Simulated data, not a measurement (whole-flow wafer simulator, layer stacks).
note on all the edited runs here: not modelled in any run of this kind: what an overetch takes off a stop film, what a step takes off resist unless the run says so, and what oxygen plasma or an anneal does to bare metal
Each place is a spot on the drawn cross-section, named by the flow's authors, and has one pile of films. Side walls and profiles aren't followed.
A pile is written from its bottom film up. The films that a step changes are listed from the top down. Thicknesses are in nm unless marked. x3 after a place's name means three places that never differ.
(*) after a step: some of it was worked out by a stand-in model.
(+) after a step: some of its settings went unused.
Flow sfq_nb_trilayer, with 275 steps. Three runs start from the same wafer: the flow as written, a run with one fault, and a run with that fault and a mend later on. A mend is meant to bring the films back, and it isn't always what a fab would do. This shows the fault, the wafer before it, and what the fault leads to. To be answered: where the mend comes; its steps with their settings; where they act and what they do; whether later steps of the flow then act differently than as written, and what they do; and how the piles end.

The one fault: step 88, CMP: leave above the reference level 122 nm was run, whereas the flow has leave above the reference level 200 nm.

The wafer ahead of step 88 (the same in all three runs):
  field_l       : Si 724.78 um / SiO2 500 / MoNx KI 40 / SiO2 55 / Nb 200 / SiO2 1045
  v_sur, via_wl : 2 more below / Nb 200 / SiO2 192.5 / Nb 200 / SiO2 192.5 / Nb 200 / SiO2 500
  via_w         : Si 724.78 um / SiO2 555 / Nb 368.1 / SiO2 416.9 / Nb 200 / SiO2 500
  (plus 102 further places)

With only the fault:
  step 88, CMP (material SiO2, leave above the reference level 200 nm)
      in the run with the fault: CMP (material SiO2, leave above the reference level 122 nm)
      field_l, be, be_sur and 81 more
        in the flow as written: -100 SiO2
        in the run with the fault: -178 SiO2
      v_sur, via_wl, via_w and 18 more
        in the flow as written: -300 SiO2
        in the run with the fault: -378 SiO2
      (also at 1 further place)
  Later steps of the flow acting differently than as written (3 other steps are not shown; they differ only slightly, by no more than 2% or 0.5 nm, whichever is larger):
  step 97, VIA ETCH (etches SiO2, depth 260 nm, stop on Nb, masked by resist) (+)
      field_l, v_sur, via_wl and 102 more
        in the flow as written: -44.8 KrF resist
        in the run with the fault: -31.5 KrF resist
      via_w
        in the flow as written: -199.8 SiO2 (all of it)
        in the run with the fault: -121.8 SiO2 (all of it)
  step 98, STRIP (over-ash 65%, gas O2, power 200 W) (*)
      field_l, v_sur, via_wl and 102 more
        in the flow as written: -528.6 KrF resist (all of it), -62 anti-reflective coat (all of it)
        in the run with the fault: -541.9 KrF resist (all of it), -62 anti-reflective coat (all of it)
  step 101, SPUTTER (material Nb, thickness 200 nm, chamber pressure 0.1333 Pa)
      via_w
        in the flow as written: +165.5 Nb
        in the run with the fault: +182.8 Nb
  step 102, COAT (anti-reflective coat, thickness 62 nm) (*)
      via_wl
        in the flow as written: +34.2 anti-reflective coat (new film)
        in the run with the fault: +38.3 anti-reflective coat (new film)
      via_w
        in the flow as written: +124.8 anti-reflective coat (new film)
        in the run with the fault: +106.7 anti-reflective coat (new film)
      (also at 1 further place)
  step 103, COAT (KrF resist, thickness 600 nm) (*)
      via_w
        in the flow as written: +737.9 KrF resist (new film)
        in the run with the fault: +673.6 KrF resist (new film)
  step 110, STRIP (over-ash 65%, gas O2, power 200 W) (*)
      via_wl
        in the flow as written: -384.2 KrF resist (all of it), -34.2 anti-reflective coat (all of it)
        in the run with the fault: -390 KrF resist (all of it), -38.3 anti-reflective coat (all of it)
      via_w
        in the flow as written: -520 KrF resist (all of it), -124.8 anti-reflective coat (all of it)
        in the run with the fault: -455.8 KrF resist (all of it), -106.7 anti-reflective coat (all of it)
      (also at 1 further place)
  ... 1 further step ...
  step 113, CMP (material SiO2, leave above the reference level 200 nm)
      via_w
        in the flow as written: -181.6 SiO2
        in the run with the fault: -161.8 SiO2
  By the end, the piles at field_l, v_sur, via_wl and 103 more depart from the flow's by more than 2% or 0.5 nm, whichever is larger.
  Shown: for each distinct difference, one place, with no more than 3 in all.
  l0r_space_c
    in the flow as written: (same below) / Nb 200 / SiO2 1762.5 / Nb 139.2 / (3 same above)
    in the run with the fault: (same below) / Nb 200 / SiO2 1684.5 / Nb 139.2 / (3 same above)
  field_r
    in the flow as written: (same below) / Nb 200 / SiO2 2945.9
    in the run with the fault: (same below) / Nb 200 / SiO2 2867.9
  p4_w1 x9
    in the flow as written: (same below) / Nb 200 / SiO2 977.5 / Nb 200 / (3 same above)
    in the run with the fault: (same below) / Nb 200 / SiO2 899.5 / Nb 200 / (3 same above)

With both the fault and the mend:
  The mend follows step 95.
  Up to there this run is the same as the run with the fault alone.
  step 95a, STRIP (over-ash 65%, gas O2, power 200 W) (*)
      field_l, v_sur, via_wl and 102 more
        -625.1 KrF resist (all of it), -62 anti-reflective coat (all of it)
      via_w
        -62 anti-reflective coat (all of it)
  step 95b, PECVD (material SiO2, thickness 78 nm, 150 C, 17.33 s, RF power 183.3 W, pressure 2.4 Torr, precursor SiH4/N2O) (the flow's step 87 again, with other settings)
      field_l, v_sur, via_wl and 103 more
        +78 SiO2
  step 95c, COAT (anti-reflective coat, thickness 62 nm) (the flow's step 90 again)
      field_l, v_sur, via_wl and 103 more
        +62 anti-reflective coat (new film)
  step 95d, COAT (KrF resist, thickness 650 nm) (the flow's step 91 again)
      field_l, v_sur, via_wl and 103 more
        +650 KrF resist (new film)
  step 95e, SOFTBAKE (KrF resist) (the flow's step 92 again)
      leaves every film unchanged at each place that is followed
  step 95f, EXPOSE (photomask I2, dose 11.91 mJ/cm2, NA 0.6, wavelength 248 nm) (*) (the flow's step 93 again)
      leaves every film unchanged at each place that is followed
  step 95g, PEB (KrF resist, 90 s) (the flow's step 94 again)
      field_l, v_sur, via_wl and 103 more
        -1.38 KrF resist
  step 95h, DEVELOP (KrF resist, thickness 650 nm, 60 s) (the flow's step 95 again)
      field_l, v_sur, via_wl and 102 more
        -23.5 KrF resist
      via_w
        -648.6 KrF resist (all of it)
  Later steps of the flow that are run all act as written at every place that is followed.
  At every place that both follow, the piles at the end match the flow's.
